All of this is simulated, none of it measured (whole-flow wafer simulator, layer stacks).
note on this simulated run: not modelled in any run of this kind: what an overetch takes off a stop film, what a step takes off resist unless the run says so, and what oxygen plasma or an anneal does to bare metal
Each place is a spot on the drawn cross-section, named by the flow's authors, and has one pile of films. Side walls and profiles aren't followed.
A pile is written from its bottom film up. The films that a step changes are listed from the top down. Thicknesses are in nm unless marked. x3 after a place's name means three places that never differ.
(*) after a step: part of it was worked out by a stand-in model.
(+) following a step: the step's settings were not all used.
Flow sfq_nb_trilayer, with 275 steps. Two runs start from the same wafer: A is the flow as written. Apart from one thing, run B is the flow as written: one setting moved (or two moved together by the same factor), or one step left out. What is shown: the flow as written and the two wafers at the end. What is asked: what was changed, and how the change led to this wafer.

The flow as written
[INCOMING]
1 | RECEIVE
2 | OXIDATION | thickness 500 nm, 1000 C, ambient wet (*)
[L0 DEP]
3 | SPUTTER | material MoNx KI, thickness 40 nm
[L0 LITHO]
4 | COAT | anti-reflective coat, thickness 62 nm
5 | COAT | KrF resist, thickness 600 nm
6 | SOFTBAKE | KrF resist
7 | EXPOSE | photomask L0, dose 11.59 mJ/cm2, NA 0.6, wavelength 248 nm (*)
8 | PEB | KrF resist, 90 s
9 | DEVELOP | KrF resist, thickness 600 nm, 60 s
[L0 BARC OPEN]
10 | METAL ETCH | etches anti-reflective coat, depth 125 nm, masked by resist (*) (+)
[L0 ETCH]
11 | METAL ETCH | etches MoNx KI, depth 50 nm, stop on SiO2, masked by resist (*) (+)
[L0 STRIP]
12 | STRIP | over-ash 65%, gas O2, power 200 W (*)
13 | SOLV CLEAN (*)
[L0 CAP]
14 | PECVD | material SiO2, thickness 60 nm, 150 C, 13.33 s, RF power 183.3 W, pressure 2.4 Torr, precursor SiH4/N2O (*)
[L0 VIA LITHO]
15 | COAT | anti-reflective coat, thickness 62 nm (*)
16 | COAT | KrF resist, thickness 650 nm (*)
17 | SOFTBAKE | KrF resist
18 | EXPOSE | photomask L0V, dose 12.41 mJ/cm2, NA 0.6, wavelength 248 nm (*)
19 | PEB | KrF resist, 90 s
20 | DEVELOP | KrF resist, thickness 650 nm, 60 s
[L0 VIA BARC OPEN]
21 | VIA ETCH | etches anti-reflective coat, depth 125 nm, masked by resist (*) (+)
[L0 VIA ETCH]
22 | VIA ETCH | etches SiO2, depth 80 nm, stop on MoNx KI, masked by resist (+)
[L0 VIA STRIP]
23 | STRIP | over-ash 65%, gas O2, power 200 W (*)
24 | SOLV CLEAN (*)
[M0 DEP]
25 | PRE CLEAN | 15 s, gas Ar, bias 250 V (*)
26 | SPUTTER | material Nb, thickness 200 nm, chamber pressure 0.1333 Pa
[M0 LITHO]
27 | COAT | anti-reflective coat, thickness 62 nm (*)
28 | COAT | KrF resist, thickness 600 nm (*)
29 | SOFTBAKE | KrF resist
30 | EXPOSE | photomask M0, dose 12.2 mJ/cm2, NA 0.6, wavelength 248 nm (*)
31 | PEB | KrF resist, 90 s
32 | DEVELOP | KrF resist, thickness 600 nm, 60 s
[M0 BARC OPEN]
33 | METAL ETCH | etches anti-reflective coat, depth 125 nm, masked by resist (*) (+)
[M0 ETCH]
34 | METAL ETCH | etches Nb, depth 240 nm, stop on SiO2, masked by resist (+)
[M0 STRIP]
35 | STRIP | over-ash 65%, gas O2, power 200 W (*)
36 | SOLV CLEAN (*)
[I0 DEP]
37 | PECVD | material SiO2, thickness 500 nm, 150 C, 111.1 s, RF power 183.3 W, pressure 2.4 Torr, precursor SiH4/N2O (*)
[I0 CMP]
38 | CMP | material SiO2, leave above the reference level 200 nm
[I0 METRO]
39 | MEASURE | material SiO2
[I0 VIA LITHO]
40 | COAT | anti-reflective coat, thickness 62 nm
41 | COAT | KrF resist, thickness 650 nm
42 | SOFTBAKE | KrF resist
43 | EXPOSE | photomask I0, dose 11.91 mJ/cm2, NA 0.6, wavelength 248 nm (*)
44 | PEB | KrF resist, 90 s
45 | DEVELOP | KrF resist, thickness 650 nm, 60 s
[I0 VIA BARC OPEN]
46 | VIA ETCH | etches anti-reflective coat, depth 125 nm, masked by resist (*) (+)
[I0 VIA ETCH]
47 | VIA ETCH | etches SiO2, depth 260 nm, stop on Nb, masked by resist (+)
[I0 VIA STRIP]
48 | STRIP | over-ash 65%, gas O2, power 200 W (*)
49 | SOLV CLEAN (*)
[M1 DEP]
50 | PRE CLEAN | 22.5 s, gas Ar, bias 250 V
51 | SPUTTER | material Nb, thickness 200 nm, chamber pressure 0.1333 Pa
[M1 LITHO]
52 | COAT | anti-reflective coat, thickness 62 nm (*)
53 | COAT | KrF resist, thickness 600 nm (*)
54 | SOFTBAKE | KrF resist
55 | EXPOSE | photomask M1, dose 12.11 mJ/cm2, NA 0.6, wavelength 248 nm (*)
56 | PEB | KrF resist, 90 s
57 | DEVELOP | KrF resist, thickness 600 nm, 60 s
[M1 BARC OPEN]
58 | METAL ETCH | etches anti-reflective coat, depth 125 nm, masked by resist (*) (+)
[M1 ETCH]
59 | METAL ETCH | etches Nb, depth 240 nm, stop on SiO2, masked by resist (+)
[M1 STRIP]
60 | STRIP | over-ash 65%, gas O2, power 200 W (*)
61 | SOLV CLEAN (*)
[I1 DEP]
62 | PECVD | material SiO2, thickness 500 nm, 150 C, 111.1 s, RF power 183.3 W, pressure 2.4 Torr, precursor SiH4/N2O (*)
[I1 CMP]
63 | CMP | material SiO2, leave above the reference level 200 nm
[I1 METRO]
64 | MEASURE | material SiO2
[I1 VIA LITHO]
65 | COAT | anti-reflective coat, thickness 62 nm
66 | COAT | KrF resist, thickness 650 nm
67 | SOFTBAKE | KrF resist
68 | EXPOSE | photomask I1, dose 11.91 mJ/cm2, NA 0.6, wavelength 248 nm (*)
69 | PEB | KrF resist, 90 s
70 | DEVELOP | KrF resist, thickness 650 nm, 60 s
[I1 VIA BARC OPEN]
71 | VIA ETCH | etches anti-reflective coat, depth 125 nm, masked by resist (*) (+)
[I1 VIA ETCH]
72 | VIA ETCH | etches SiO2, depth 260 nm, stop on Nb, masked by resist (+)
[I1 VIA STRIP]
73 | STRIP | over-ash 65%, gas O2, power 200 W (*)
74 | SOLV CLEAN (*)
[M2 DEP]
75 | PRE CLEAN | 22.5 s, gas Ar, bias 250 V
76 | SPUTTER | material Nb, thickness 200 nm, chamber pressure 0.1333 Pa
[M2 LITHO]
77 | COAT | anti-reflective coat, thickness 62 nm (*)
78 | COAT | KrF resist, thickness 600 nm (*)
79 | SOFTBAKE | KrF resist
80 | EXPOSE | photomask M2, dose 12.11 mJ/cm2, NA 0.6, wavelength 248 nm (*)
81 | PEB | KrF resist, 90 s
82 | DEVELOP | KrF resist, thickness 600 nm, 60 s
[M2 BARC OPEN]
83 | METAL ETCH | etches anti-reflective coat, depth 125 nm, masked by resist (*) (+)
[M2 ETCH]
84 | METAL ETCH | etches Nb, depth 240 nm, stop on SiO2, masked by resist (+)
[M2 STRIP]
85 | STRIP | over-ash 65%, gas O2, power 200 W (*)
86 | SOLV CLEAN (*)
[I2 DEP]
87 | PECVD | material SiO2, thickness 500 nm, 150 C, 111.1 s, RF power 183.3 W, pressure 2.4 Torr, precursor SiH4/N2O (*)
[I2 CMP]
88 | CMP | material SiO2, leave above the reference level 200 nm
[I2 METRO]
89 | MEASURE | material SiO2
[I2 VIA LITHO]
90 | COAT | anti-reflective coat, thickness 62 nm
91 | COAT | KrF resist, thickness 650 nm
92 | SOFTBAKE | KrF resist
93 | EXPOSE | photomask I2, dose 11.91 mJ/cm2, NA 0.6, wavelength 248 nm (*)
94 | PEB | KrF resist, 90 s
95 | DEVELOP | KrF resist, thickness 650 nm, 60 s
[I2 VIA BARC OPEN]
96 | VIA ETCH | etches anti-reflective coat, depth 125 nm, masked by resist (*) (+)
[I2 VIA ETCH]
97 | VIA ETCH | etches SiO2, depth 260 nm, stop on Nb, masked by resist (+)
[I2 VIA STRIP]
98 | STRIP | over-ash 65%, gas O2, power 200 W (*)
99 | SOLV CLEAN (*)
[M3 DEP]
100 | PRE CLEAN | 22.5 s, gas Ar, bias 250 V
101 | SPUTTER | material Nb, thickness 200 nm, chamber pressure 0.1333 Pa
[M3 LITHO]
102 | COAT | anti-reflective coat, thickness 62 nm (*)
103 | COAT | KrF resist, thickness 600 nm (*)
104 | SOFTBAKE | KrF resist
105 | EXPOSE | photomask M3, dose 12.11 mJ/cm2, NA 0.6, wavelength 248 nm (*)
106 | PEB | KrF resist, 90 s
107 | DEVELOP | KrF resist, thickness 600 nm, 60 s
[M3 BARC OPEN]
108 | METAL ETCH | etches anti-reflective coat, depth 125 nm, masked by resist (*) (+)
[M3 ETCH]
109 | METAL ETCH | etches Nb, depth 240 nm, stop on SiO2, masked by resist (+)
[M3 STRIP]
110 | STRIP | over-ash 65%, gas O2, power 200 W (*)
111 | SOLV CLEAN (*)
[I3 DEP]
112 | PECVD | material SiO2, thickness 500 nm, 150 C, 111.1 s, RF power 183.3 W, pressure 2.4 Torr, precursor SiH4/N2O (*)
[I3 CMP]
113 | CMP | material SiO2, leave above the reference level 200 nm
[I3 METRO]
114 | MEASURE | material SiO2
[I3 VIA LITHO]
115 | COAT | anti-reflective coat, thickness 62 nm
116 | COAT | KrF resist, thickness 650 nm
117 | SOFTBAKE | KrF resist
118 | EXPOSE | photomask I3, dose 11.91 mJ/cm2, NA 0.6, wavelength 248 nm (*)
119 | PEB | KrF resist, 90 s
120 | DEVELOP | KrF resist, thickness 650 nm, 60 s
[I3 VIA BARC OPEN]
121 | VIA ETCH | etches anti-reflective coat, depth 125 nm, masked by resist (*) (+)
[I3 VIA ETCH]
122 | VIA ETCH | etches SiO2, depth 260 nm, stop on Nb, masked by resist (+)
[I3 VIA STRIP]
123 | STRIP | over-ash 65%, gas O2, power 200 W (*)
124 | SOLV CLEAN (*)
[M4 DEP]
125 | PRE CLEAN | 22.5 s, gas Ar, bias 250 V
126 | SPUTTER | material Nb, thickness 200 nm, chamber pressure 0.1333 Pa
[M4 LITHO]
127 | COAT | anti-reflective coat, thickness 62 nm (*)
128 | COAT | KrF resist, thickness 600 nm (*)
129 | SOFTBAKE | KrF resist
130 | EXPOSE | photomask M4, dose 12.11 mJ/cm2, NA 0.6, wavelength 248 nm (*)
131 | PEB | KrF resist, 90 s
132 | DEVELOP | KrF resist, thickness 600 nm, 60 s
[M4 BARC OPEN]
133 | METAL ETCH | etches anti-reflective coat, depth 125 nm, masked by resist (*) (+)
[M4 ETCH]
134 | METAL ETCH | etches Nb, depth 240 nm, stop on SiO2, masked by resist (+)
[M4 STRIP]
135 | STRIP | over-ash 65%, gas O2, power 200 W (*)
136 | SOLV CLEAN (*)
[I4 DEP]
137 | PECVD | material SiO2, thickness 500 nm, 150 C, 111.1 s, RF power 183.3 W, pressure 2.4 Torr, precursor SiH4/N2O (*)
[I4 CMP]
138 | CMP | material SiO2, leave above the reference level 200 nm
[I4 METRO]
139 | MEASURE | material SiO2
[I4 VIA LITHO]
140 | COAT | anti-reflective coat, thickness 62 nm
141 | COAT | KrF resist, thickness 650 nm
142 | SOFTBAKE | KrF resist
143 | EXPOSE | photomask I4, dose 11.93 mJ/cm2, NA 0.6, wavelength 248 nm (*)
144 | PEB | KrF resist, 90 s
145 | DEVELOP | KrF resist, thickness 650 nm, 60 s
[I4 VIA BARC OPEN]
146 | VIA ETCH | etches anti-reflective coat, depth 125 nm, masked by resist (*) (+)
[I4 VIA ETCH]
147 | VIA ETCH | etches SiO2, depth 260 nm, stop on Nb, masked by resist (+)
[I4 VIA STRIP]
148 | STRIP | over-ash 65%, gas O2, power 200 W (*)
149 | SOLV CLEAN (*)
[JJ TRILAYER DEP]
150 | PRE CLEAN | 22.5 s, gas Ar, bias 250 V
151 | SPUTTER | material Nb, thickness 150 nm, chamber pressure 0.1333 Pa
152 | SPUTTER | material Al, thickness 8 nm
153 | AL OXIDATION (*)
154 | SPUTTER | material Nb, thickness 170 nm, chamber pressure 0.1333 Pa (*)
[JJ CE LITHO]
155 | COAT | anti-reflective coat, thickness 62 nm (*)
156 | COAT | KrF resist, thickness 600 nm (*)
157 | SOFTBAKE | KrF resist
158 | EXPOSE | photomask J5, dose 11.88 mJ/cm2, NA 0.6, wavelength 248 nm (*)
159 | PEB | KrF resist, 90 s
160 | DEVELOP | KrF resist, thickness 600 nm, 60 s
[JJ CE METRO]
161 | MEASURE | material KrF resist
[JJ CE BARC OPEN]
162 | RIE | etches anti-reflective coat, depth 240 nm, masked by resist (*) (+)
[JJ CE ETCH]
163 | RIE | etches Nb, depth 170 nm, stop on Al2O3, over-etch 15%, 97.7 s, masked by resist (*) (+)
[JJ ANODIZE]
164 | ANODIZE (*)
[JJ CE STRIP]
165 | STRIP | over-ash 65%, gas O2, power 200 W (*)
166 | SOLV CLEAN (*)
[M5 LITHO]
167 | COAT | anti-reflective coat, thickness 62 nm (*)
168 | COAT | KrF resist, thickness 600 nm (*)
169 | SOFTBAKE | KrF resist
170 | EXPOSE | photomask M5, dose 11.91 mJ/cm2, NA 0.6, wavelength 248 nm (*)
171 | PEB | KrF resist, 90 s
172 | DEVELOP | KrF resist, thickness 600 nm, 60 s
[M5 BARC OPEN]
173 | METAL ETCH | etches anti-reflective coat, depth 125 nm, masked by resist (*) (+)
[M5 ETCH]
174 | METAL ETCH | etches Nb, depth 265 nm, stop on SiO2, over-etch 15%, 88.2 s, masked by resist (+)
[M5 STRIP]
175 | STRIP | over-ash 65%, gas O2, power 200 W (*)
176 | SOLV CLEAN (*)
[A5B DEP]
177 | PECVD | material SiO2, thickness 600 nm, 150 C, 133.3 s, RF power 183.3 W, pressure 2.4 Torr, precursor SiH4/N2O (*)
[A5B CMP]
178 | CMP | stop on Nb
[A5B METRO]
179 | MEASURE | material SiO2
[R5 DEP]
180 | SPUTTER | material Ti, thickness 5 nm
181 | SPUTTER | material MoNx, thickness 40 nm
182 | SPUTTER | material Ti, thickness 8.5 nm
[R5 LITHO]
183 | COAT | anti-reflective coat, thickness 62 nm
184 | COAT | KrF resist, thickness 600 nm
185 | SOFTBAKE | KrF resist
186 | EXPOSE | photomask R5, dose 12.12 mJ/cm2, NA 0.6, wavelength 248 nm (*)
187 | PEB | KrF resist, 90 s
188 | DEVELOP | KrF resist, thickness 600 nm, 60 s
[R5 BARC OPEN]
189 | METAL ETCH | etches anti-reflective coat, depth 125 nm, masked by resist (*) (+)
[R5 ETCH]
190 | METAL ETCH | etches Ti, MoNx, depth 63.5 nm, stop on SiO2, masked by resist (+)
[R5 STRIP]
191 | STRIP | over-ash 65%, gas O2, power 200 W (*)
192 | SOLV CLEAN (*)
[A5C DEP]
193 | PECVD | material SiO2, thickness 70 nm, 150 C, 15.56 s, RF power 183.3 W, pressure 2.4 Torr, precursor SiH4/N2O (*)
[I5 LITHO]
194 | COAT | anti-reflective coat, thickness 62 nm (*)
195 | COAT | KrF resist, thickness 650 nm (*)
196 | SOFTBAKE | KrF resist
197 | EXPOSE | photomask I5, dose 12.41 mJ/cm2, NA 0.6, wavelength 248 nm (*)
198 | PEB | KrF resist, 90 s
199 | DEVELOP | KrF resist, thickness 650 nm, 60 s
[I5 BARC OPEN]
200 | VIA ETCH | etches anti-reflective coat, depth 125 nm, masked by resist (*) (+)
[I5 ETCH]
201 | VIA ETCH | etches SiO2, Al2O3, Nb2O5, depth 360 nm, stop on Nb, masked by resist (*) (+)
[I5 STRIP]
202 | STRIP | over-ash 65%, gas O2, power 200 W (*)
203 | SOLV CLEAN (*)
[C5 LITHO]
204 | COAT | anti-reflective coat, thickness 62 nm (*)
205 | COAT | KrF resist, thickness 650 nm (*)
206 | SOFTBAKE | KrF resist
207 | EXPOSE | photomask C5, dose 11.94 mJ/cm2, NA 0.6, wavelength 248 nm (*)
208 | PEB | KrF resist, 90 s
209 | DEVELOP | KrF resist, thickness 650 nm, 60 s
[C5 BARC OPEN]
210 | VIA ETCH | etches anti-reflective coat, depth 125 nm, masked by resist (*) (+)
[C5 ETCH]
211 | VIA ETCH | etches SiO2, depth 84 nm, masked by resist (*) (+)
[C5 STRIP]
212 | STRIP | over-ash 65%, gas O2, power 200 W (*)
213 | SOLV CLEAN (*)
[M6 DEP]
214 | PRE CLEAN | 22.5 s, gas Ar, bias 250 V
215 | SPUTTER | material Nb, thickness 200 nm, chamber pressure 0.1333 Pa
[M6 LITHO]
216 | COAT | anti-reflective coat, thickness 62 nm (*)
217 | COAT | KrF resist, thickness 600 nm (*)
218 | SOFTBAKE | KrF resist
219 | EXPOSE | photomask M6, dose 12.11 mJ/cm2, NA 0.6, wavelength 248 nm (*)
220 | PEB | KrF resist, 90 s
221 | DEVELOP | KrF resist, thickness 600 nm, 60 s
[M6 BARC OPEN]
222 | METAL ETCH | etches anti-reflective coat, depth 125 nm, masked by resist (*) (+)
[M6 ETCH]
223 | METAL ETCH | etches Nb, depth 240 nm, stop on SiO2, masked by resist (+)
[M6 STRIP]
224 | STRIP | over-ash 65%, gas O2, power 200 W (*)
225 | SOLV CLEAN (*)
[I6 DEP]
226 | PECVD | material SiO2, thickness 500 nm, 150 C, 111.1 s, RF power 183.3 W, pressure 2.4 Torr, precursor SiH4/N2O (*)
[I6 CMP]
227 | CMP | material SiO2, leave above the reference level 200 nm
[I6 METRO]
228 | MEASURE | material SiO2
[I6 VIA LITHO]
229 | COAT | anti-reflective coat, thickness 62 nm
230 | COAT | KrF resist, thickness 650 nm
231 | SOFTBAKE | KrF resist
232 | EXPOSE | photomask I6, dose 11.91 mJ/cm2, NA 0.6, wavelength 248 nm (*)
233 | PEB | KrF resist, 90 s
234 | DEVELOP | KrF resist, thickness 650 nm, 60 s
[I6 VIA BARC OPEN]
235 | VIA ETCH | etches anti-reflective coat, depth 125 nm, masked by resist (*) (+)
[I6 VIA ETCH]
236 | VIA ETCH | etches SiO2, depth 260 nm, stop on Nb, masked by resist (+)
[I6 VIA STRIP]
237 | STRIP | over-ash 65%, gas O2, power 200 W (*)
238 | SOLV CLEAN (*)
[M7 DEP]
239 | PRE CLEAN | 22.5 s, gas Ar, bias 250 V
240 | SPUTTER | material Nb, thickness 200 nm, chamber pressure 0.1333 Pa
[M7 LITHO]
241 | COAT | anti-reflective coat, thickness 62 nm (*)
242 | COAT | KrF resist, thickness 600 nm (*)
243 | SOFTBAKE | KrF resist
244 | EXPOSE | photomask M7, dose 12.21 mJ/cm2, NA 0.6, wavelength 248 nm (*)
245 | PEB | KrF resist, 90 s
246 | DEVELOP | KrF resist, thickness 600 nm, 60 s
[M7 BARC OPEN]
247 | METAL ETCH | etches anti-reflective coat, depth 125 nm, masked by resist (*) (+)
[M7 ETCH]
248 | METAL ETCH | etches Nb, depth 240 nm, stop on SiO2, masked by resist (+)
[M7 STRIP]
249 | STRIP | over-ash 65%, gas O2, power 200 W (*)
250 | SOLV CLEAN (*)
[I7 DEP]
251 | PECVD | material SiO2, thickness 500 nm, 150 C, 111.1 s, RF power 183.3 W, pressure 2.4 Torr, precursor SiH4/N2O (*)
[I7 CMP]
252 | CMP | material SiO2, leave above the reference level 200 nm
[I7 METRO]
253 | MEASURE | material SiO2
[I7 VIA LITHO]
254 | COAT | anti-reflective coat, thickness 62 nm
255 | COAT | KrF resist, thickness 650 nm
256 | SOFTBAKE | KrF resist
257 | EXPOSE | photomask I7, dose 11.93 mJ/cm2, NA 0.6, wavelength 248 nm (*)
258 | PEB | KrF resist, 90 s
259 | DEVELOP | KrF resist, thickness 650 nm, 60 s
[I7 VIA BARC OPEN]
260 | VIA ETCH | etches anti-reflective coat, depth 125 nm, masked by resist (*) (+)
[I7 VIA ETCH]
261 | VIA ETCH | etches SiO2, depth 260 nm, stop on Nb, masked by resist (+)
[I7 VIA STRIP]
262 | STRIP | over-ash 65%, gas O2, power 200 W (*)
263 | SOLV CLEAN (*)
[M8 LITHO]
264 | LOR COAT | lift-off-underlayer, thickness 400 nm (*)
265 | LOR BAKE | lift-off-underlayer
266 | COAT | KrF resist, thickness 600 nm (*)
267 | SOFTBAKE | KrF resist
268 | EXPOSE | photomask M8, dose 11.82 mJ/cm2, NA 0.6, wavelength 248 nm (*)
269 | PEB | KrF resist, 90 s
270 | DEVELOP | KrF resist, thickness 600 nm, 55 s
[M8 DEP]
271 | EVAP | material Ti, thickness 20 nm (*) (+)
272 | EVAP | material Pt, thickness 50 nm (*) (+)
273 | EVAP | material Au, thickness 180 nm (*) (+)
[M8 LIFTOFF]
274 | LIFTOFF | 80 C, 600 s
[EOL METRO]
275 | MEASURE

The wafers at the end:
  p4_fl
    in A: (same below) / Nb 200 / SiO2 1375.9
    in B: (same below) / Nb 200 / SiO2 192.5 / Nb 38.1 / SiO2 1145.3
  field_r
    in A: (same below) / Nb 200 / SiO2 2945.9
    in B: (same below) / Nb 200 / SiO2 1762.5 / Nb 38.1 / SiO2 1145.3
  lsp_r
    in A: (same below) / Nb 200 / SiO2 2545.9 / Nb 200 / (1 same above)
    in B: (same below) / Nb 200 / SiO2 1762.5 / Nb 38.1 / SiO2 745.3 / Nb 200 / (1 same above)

What caused this: step 174, METAL ETCH: depth 125 nm was run, whereas the flow has depth 265 nm; step 174, METAL ETCH: 41.5 s was run, where the flow has 88.2 s.

Step by step, how the change led to this:
  174 | METAL ETCH | etches Nb, depth 265 nm, stop on SiO2, over-etch 15%, 88.2 s, masked by resist (+)
      field_l, r_sur, res and 50 more: A -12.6 Al2O3 (all of it), -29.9 Nb2O5 (all of it), -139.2 Nb (all of it), -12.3 SiO2 | B -12.6 Al2O3 (all of it), -29.9 Nb2O5 (all of it), -101.2 Nb
      v_sur, via_wl, via_w and 50 more: A -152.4 KrF resist | B -71.9 KrF resist
  175 | STRIP | over-ash 65%, gas O2, power 200 W (*)
      l0r_line_l, l0r_line_c, l0r_space_c and 27 more: A -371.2 KrF resist (all of it), -62 anti-reflective coat (all of it) | B -451.7 KrF resist (all of it), -62 anti-reflective coat (all of it)
      wl_j_sl, wl_j_sr: A -378 KrF resist (all of it), -83.3 anti-reflective coat (all of it) | B -458.5 KrF resist (all of it), -83.3 anti-reflective coat (all of it)
      (as well as at 21 more places)
  177 | PECVD | material SiO2, thickness 600 nm, 150 C, 133.3 s, RF power 183.3 W, pressure 2.4 Torr, precursor SiH4/N2O (*)
      field_l, p4_fl, p4_fm and 39 more: A +600 SiO2 | B +600 SiO2 (new film)
      r_sur, res, r_end, moat, field_r, lsp_l: A +592.9 SiO2 | B +600 SiO2 (new film)
      (as well as at 5 more places)
  178 | CMP | stop on Nb
      field_l, p4_fl, p4_fm and 39 more: A -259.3 SiO2 | B -309.7 SiO2
      r_sur, res, r_end, moat, field_r, lsp_l: A -252.3 SiO2 | B -309.7 SiO2
      (as well as at 5 more places)
With metal films that touch counted as one body, p4_fl has 3 bodies (between them, from the top down: SiO2 192.5; SiO2 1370); the flow as written gives 2 bodies (between them, from the top down: SiO2 1370).
With metal films that touch counted as one body, field_r has 2 bodies (between them, from the top down: SiO2 1762.5); the flow as written gives 1 body.
With metal films that touch counted as one body, lsp_r has 3 bodies (between them, from the top down: SiO2 745.3; SiO2 1762.5); the flow as written gives 2 bodies (between them, from the top down: SiO2 2545.9).
